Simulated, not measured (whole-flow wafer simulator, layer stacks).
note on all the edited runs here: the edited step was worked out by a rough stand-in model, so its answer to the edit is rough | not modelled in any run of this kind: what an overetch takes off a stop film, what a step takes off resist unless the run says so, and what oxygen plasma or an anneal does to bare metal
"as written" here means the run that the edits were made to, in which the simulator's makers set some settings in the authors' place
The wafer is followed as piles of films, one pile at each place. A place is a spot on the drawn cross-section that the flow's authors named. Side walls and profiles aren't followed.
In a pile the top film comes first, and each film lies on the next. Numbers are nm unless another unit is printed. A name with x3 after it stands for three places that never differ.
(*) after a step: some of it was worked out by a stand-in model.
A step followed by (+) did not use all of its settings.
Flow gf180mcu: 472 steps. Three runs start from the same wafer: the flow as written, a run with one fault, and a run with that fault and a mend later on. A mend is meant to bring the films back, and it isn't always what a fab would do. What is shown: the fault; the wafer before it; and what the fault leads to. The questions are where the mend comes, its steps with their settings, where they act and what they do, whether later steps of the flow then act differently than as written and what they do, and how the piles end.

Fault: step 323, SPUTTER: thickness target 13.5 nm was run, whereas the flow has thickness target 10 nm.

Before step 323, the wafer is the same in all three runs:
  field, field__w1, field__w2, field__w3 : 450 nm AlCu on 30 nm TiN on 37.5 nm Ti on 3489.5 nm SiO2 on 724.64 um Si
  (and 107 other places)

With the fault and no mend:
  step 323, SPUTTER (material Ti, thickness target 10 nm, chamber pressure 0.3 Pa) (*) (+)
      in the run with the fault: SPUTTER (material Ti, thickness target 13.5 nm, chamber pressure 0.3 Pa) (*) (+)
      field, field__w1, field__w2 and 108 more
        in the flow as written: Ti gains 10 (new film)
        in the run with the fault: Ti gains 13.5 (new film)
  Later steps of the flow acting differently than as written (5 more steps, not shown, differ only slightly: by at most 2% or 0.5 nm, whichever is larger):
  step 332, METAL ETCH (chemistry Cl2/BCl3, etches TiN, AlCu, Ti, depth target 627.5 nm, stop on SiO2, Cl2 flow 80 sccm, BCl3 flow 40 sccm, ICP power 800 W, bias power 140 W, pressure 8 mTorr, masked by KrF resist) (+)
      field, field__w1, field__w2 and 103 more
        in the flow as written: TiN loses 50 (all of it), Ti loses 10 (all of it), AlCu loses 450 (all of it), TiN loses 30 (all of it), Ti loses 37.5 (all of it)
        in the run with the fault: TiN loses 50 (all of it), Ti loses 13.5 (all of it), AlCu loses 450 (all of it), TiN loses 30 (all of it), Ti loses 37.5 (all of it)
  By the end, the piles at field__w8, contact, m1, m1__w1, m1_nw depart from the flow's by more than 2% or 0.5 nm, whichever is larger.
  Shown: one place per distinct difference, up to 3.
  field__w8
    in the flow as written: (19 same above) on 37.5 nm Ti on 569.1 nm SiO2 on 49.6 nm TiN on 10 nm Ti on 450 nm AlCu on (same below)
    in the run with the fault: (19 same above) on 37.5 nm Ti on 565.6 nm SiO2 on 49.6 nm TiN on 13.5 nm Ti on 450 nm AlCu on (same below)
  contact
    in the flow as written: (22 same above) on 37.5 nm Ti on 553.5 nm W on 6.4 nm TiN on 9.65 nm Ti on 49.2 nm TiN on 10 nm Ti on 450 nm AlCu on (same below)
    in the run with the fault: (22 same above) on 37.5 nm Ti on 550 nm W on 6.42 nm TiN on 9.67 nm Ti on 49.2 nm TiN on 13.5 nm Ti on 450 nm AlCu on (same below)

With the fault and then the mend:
  The mend stands after step 323.
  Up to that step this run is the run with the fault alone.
  step 323a, METAL ETCH (chemistry Cl2/BCl3, etches TiN, AlCu, Ti, depth target 3.5 nm, Cl2 flow 80 sccm, BCl3 flow 40 sccm, ICP power 800 W, bias power 140 W, pressure 8 mTorr) (the flow's step 260 again, with other settings)
      field, field__w1, field__w2 and 108 more
        Ti loses 3.5
  None of the later steps of the flow acts differently than as written at any place that is followed.
  The piles end the same as the flow's at every place that both follow.
